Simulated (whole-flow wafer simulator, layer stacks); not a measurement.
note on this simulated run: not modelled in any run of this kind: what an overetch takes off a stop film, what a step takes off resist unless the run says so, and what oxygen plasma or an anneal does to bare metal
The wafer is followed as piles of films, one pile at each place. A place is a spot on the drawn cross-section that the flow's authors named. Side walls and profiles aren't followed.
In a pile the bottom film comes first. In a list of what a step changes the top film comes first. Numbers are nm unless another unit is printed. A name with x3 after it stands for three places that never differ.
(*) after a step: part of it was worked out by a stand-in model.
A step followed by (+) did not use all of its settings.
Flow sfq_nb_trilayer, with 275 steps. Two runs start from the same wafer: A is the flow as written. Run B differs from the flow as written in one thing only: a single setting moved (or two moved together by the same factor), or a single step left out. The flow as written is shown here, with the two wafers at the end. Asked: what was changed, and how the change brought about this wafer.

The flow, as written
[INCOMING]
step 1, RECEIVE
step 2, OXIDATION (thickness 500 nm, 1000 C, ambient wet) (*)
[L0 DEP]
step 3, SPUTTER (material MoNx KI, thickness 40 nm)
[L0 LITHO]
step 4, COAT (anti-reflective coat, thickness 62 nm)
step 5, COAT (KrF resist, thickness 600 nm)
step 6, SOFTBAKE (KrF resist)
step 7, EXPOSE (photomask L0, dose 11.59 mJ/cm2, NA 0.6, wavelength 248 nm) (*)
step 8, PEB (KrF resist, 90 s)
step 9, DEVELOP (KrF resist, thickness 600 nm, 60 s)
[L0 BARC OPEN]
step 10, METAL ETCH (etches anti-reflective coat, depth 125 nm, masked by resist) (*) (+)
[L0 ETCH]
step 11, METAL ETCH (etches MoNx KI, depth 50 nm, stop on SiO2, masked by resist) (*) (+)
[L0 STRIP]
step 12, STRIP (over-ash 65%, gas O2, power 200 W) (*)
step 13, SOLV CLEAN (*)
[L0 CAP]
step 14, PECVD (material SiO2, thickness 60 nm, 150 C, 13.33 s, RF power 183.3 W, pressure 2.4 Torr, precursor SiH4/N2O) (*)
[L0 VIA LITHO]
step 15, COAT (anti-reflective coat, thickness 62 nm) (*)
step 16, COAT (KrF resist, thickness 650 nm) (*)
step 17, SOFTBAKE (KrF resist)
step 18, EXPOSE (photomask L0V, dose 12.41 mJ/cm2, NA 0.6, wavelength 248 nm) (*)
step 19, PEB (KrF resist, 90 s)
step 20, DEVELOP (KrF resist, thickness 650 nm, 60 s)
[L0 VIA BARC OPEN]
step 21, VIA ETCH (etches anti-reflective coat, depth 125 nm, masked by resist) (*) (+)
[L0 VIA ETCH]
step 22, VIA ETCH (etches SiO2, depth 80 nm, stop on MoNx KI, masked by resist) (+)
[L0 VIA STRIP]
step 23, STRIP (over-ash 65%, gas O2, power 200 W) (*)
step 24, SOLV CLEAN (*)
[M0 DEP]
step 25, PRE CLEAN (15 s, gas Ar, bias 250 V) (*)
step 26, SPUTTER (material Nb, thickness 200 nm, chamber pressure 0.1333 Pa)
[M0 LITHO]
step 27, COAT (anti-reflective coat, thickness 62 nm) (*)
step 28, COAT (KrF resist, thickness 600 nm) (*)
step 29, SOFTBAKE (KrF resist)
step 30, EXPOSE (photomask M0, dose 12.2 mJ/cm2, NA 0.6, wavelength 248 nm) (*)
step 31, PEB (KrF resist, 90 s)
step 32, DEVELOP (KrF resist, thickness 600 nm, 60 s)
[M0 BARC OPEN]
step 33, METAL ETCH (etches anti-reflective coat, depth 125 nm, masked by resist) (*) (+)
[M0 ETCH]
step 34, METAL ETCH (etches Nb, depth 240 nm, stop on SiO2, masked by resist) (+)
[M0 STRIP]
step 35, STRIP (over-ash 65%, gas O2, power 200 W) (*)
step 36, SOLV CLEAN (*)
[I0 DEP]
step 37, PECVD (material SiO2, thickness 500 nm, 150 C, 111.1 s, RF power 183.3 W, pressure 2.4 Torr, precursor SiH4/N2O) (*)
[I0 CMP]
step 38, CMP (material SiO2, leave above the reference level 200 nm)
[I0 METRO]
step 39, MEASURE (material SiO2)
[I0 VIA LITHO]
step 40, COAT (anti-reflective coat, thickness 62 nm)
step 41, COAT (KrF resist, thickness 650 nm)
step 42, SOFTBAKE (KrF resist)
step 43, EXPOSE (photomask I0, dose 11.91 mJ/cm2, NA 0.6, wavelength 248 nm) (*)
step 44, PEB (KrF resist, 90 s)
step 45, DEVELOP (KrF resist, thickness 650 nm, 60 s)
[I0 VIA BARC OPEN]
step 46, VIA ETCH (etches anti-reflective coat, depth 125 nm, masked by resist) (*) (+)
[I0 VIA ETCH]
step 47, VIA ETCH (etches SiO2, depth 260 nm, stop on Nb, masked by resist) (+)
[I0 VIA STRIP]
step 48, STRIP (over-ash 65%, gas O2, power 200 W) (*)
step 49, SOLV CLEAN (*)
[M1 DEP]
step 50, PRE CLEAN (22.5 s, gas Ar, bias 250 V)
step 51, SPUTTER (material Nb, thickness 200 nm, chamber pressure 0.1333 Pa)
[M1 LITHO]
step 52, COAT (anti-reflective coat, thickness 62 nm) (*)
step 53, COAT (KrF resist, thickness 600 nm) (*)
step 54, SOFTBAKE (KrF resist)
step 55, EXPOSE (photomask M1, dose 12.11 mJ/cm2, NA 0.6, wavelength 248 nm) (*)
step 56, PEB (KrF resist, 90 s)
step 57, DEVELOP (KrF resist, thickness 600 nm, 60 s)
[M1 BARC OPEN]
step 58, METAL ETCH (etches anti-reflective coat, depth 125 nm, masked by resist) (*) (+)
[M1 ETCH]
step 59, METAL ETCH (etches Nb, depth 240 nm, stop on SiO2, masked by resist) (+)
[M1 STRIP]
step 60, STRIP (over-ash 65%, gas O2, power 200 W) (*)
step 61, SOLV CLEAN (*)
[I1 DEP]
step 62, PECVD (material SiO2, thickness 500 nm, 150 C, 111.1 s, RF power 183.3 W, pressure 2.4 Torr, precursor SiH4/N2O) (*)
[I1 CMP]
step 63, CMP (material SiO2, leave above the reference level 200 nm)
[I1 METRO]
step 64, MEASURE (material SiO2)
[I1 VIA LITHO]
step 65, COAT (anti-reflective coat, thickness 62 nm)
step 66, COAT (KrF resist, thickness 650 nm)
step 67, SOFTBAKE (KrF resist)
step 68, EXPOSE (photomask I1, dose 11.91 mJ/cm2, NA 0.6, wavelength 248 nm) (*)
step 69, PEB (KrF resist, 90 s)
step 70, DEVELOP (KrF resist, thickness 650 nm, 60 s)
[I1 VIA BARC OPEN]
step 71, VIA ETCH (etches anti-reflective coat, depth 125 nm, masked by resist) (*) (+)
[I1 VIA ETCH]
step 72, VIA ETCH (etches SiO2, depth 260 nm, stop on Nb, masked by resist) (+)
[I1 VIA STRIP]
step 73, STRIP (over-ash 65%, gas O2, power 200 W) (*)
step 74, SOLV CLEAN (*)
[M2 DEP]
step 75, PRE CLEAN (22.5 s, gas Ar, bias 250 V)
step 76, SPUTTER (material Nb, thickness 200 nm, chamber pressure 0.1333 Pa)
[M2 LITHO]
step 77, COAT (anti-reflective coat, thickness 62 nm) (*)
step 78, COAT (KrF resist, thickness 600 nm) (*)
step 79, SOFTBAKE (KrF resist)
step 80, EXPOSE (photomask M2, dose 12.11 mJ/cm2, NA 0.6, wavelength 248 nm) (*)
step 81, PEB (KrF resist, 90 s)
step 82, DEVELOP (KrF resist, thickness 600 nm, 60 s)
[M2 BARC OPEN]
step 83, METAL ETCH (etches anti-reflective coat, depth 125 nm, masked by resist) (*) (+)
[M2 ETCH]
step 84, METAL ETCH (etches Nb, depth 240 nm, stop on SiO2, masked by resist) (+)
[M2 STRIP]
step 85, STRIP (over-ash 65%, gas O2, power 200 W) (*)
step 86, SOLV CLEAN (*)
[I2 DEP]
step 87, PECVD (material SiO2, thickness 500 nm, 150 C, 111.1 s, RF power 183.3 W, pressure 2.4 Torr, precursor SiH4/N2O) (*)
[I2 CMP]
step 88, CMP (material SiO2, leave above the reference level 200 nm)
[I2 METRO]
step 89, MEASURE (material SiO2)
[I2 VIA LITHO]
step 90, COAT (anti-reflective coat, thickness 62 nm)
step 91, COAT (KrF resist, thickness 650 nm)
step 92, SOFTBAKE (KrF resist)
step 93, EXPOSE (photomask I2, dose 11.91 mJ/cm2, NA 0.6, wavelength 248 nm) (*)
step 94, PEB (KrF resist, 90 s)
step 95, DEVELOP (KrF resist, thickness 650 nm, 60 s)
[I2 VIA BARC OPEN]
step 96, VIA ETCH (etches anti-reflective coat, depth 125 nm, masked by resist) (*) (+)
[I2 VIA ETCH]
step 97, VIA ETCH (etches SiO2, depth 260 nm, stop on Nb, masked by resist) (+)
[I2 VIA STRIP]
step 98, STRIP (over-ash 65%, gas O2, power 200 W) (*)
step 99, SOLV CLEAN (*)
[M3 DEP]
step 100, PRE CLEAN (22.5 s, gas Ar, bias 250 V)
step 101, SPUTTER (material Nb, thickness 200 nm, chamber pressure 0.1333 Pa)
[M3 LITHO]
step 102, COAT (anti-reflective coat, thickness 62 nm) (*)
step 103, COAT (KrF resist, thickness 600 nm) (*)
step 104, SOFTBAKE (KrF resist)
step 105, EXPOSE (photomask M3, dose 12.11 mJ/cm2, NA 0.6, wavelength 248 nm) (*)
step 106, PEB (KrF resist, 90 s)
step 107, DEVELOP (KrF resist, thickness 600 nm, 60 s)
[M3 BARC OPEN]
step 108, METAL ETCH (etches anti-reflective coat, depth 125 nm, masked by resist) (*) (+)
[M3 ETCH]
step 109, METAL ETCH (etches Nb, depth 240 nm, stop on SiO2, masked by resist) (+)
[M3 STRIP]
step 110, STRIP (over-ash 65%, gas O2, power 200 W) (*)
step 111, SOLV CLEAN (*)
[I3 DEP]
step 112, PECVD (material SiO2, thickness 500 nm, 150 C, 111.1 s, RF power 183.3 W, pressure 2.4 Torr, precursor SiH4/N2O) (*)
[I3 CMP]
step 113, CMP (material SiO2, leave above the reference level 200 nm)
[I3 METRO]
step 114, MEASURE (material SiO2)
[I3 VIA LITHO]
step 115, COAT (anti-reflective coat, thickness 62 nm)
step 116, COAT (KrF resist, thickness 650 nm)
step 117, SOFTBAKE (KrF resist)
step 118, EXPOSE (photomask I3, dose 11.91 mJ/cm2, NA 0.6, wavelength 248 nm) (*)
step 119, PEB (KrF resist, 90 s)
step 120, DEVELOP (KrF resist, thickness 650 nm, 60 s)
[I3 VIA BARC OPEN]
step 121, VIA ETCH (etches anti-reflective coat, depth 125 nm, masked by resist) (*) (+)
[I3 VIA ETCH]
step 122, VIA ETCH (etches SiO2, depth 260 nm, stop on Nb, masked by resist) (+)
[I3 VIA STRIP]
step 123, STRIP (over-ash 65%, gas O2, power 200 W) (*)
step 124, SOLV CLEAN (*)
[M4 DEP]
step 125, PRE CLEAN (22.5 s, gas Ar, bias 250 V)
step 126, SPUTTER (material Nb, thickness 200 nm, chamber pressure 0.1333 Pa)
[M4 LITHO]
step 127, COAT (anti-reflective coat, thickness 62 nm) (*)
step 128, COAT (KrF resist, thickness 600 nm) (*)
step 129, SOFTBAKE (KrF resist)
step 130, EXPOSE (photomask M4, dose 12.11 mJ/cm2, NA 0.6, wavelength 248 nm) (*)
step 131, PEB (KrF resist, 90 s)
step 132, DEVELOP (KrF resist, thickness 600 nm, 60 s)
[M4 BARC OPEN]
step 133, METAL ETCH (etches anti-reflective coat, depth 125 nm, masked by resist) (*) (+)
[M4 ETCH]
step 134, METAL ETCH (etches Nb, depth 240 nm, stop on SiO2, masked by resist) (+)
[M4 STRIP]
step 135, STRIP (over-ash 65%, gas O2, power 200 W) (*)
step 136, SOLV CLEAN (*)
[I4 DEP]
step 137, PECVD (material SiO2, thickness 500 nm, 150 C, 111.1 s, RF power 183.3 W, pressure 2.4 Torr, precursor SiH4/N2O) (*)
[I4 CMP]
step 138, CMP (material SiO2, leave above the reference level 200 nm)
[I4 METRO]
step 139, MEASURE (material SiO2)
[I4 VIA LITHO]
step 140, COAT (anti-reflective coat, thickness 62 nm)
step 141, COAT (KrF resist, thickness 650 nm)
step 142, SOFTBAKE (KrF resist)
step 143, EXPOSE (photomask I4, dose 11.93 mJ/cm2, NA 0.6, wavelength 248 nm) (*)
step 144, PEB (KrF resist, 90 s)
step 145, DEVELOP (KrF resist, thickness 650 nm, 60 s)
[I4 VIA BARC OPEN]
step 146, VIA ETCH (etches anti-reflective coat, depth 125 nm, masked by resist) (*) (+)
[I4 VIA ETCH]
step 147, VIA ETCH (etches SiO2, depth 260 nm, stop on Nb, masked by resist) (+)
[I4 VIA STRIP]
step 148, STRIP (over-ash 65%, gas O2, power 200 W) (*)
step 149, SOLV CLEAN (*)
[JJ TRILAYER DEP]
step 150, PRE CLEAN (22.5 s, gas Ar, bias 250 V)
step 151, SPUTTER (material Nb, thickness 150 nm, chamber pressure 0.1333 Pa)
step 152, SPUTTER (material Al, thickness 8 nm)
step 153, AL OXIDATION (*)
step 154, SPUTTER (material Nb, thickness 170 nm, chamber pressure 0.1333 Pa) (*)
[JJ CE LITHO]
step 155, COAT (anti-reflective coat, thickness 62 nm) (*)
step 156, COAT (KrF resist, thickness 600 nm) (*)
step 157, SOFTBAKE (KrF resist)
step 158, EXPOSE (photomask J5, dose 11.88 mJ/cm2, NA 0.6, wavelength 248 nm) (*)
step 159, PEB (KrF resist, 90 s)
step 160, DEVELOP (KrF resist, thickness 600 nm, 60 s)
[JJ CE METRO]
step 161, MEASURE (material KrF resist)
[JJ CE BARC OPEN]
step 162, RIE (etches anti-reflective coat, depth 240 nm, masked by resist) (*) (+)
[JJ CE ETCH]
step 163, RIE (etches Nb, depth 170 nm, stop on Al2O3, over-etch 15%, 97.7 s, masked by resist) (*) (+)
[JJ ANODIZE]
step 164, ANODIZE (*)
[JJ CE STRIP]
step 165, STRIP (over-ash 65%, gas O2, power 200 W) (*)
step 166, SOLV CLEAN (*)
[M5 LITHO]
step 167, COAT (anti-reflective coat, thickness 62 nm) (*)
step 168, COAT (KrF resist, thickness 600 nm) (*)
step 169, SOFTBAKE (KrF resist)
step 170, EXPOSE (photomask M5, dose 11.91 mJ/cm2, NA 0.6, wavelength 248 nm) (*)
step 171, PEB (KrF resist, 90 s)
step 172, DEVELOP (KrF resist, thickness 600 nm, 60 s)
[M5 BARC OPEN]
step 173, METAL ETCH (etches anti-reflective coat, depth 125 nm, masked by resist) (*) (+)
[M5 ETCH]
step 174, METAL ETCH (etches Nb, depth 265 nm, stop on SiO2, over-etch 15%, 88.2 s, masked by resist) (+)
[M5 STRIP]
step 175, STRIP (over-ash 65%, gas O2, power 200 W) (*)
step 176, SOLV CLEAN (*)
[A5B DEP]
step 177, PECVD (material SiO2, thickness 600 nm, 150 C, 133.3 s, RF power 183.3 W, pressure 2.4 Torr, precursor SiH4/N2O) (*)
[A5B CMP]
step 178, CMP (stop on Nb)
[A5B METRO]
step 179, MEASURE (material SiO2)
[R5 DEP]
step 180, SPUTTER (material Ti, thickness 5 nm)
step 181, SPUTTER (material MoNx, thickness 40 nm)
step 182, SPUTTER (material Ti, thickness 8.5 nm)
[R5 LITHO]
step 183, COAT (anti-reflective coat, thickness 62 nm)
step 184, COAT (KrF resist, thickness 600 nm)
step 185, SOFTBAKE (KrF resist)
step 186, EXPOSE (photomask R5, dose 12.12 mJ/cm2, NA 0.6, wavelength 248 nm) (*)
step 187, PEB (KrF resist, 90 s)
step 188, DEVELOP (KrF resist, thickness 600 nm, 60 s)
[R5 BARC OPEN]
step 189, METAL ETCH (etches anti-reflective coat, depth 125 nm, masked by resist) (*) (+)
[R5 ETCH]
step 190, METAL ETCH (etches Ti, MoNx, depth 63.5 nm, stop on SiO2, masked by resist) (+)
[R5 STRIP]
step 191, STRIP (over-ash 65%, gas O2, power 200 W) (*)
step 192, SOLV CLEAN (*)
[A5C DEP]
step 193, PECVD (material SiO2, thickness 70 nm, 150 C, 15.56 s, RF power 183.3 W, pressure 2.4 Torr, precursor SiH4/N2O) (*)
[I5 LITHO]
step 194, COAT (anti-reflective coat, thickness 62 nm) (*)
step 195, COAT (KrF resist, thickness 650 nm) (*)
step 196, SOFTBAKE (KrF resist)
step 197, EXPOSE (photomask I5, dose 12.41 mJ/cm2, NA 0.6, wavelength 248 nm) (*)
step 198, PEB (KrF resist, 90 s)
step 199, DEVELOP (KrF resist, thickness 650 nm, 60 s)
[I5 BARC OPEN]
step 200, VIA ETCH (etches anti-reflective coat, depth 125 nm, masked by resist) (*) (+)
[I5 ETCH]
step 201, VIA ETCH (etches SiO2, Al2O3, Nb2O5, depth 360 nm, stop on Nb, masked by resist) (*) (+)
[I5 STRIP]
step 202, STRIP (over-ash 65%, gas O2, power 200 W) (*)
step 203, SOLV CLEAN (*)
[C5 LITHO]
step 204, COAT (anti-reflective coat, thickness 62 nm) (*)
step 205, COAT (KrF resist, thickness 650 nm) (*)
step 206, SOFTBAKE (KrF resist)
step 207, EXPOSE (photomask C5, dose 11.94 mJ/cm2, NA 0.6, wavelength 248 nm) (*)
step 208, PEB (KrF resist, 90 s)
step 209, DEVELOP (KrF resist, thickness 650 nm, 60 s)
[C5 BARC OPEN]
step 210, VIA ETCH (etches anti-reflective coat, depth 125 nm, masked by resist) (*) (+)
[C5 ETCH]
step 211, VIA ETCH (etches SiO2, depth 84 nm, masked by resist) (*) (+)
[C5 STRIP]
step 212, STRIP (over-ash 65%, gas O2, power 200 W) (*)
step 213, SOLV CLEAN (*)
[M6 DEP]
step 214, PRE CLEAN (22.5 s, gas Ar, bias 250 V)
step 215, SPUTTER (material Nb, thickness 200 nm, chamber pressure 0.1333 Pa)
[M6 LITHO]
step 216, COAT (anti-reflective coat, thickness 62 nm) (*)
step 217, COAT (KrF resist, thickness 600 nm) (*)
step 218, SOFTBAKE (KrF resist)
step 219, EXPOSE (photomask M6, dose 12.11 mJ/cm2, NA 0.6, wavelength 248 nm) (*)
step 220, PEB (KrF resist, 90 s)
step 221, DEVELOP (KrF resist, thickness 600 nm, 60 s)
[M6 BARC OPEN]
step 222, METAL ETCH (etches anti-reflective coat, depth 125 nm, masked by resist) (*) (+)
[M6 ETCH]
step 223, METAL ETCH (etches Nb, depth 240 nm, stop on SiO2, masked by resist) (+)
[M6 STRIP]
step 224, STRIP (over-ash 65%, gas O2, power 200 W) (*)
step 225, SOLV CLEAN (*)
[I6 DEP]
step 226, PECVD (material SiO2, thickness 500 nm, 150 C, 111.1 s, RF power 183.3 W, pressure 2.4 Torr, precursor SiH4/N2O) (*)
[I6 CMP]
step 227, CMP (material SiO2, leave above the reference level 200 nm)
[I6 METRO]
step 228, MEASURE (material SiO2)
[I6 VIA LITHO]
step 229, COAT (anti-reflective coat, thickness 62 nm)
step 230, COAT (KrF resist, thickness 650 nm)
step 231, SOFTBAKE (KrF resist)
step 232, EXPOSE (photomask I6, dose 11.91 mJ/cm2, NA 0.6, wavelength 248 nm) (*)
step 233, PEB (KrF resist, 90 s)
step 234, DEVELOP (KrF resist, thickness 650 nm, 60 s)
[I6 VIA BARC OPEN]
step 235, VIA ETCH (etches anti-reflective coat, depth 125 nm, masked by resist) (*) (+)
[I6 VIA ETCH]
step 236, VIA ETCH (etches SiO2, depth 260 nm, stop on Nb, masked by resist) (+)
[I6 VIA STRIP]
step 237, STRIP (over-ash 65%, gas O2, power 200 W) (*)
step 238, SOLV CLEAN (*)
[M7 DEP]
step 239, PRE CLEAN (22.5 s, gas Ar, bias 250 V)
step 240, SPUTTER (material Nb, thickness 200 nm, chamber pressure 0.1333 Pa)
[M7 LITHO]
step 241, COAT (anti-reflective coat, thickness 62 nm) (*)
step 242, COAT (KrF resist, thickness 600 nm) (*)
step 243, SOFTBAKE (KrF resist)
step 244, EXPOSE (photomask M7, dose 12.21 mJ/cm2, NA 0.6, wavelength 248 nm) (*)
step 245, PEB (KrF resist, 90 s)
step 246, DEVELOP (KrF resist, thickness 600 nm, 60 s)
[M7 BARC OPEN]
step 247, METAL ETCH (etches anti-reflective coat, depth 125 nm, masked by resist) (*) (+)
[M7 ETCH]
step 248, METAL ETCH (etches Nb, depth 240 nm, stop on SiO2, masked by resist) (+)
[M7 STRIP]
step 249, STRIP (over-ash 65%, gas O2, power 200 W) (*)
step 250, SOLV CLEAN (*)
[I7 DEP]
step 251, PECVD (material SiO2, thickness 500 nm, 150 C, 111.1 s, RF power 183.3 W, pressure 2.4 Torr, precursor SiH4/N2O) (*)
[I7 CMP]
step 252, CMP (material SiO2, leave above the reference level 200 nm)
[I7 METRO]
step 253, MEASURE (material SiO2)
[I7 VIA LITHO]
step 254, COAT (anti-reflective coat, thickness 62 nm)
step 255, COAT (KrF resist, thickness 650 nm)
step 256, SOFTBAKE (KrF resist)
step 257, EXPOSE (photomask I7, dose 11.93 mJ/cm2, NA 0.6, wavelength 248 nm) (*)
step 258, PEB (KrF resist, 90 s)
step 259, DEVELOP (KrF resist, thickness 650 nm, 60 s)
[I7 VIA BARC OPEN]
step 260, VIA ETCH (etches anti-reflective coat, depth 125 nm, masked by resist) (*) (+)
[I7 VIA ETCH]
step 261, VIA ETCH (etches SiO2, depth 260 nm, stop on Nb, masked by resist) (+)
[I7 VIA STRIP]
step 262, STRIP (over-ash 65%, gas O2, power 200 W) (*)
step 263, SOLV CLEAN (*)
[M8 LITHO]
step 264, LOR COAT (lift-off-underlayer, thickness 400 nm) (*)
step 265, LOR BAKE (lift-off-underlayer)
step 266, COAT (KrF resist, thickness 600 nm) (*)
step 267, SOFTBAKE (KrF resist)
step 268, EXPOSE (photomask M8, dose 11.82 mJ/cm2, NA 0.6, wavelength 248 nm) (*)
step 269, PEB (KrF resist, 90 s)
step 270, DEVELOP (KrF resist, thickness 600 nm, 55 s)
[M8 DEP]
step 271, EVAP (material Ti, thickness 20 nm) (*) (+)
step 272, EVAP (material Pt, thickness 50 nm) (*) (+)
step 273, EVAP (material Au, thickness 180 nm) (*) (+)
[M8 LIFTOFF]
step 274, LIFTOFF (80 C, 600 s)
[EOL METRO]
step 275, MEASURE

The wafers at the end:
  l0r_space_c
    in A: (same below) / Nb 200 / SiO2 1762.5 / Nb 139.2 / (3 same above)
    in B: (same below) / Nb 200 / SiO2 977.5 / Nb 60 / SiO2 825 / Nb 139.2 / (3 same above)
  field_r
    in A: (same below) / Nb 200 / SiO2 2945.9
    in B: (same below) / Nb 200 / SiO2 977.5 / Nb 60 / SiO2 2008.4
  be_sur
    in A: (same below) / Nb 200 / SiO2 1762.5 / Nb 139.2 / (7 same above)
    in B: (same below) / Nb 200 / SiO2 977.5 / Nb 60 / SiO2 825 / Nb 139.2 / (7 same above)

The reason: step 101, SPUTTER: thickness 300 nm was run, while the flow as written has thickness 200 nm.

The path from the change to this, step by step:
  step 101, SPUTTER (material Nb, thickness 200 nm, chamber pressure 0.1333 Pa)
      field_l, v_sur, via_wl and 102 more: A Nb gains 200 (new film) | B Nb gains 300 (new film)
      via_w: A Nb gains 165.5 | B Nb gains 249.8
  step 102, COAT (anti-reflective coat, thickness 62 nm) (*)
      via_wl: A anti-reflective coat gains 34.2 (new film) | B anti-reflective coat gains 32.9 (new film)
  step 109, METAL ETCH (etches Nb, depth 240 nm, stop on SiO2, masked by resist) (+)
      field_l, be, be_sur and 72 more: A Nb loses 200 (all of it) | B Nb loses 240
  step 110, STRIP (over-ash 65%, gas O2, power 200 W) (*)
      via_wl: A KrF resist loses 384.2 (all of it), anti-reflective coat loses 34.2 (all of it) | B KrF resist loses 383.6 (all of it), anti-reflective coat loses 32.9 (all of it)
      via_w: A KrF resist loses 520 (all of it), anti-reflective coat loses 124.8 (all of it) | B KrF resist loses 530.9 (all of it), anti-reflective coat loses 127.1 (all of it)
  step 112, PECVD (material SiO2, thickness 500 nm, 150 C, 111.1 s, RF power 183.3 W, pressure 2.4 Torr, precursor SiH4/N2O) (*)
      field_l, be, be_sur and 64 more: A SiO2 gains 500 | B SiO2 gains 500 (new film)
      p4_g1 x2, p3_s0 x6: A SiO2 gains 557.1 | B SiO2 gains 597.1 (new film)
  step 113, CMP (material SiO2, leave above the reference level 200 nm)
      field_l, be, be_sur and 64 more: A SiO2 loses 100 | B SiO2 loses 60
      via_w: A SiO2 loses 181.6 | B SiO2 loses 157.1
Taking metal films that touch as one body, l0r_space_c has 3 bodies (between them, from the top down: SiO2 825; SiO2 977.5); the flow as written gives 2 bodies (between them, from the top down: SiO2 1762.5).
Taking metal films that touch as one body, field_r has 2 bodies (between them, from the top down: SiO2 977.5); the flow as written gives 1 body.
Taking metal films that touch as one body, be_sur has 5 bodies (between them, from the top down: SiO2 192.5; SiO2 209 / Al2O3 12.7 / Nb2O5 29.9; SiO2 825; SiO2 977.5); the flow as written gives 4 bodies (between them, from the top down: SiO2 192.5; SiO2 209 / Al2O3 12.7 / Nb2O5 29.9; SiO2 1762.5).
